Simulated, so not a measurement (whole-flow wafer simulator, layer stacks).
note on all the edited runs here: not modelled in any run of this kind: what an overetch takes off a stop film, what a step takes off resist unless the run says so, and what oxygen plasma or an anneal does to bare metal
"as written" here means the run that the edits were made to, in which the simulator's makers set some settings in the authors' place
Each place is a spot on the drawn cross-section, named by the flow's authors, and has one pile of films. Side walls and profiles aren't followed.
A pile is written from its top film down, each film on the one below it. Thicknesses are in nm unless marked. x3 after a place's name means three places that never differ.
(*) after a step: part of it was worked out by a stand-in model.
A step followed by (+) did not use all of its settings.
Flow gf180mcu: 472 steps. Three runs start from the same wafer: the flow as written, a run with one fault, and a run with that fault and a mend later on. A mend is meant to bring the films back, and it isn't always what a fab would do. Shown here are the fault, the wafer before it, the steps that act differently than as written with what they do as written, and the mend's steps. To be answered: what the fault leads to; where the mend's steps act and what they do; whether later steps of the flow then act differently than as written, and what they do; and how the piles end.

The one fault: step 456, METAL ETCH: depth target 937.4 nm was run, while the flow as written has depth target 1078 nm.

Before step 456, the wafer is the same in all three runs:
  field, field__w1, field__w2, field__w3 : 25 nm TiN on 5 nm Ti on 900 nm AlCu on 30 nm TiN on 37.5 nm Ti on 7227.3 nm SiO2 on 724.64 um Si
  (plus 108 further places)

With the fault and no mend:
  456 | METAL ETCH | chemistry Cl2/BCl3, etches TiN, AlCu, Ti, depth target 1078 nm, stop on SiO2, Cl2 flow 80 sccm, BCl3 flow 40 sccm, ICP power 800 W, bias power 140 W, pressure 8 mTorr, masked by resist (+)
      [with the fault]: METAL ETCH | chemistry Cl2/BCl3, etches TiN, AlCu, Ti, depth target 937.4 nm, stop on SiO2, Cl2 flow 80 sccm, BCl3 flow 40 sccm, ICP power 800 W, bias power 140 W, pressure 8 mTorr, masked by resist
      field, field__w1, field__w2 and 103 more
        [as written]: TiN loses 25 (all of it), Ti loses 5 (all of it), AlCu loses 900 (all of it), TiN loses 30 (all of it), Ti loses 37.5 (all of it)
        [with the fault]: TiN loses 25 (all of it), Ti loses 5 (all of it), AlCu loses 900 (all of it), TiN loses 7.4
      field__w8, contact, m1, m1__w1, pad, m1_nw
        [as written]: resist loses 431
        [with the fault]: resist loses 375
  Later steps of the flow acting differently than as written (3 other steps are not shown; they differ only slightly, by no more than 2% or 0.5 nm, whichever is larger):
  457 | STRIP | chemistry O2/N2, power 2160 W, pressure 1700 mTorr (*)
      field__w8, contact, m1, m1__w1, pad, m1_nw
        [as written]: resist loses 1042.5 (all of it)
        [with the fault]: resist loses 1098.5 (all of it)
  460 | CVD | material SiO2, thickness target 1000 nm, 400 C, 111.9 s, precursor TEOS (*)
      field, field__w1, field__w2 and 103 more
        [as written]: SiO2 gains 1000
        [with the fault]: SiO2 gains 1000 (new film)
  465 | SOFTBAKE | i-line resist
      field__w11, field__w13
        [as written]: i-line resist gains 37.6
        [with the fault]: i-line resist gains 34.4
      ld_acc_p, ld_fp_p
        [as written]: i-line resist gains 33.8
        [with the fault]: i-line resist gains 30.9
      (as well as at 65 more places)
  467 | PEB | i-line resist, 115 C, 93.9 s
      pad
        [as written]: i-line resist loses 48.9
        [with the fault]: i-line resist loses 50
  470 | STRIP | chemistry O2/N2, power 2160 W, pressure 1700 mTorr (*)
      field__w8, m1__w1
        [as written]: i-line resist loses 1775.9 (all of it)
        [with the fault]: i-line resist loses 1833.1 (all of it)
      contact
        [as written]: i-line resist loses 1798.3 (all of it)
        [with the fault]: i-line resist loses 1853.4 (all of it)
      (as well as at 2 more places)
  The piles end different from the flow's at field, field__w1, field__w2 and 103 more by more than 2% or 0.5 nm, whichever is larger.
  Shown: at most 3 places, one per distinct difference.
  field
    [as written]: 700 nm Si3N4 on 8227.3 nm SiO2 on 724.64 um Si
    [with the fault]: 700 nm Si3N4 on 1000 nm SiO2 on 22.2 nm TiN on 37.5 nm Ti on 7227.3 nm SiO2 on 724.64 um Si
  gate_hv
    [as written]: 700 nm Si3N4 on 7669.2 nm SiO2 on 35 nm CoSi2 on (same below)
    [with the fault]: 700 nm Si3N4 on 1000 nm SiO2 on 22.2 nm TiN on 37.5 nm Ti on 6669.2 nm SiO2 on 35 nm CoSi2 on (same below)
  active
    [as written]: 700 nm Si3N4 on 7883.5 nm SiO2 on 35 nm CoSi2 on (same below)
    [with the fault]: 700 nm Si3N4 on 1000 nm SiO2 on 22.2 nm TiN on 37.5 nm Ti on 6883.5 nm SiO2 on 35 nm CoSi2 on (same below)

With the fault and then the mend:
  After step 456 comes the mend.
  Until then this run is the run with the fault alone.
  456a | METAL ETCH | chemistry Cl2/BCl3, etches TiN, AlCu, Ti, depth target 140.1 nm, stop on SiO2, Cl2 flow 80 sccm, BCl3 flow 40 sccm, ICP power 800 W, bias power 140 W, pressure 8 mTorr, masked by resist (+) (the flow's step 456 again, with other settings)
      field, field__w1, field__w2 and 103 more
        TiN loses 22.6 (all of it), Ti loses 37.5 (all of it)
      field__w8, contact, m1, m1__w1, pad, m1_nw
        resist loses 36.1
  Later steps of the flow that are run all act as written at every place that is followed, up to a difference of at most 2% or 0.5 nm, whichever is larger.
  By the end, the piles equal the flow's at every place that both follow.
